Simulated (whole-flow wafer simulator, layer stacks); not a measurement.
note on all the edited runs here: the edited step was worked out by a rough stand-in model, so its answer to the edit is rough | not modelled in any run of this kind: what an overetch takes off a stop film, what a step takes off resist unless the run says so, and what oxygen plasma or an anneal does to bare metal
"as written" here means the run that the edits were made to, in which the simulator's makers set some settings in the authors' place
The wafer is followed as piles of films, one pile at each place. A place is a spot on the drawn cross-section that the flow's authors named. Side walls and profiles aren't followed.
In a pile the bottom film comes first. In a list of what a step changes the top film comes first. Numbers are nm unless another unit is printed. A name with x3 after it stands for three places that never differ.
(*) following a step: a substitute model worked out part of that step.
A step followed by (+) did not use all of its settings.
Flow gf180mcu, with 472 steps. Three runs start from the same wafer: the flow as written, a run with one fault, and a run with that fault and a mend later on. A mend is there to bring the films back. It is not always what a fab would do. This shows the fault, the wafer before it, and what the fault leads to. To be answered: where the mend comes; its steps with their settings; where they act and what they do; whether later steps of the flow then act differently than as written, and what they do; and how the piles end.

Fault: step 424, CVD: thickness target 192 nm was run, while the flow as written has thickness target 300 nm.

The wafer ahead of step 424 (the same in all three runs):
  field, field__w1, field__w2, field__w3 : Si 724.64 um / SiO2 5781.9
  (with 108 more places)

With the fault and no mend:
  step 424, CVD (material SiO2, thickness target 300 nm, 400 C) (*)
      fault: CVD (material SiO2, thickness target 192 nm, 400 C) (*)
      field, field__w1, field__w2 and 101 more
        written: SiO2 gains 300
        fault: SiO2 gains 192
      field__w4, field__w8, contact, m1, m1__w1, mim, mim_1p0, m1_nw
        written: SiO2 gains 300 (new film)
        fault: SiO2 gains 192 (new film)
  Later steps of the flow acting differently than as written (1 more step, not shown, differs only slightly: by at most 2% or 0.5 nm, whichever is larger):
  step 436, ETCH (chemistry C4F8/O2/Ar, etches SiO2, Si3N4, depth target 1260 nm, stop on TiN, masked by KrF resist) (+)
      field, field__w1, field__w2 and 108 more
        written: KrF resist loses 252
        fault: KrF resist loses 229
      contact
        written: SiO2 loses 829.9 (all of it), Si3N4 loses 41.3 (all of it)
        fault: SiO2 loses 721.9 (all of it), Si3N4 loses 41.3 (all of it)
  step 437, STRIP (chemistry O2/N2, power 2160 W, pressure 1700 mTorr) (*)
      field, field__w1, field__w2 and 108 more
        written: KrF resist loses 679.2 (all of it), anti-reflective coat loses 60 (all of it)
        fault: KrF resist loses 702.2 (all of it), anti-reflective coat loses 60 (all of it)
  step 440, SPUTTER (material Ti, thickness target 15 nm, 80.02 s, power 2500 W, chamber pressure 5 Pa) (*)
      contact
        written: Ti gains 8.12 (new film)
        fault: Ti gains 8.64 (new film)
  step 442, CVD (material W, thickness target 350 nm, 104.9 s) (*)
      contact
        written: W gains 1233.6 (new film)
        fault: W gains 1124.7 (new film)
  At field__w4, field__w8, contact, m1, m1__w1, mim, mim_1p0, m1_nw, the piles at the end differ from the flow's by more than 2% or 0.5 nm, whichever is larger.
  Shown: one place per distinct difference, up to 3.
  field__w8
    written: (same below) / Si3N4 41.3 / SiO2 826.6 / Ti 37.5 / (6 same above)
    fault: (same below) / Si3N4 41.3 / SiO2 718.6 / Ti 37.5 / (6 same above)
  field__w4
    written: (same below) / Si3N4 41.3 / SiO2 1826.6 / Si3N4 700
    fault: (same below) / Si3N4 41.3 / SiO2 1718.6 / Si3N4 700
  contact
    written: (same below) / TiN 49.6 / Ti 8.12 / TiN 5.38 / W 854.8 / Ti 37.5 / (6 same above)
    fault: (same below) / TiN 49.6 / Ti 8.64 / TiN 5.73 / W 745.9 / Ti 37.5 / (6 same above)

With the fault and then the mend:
  The mend follows step 424.
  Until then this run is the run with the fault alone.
  step 424a, CVD (material SiO2, thickness target 108 nm, 400 C) (*) (the flow's step 424, run once more with other settings)
      field, field__w1, field__w2 and 109 more
        SiO2 gains 108
  Every later step of the flow that is run acts as written at every place that is followed.
  By the end, the piles equal the flow's at every place that both follow.
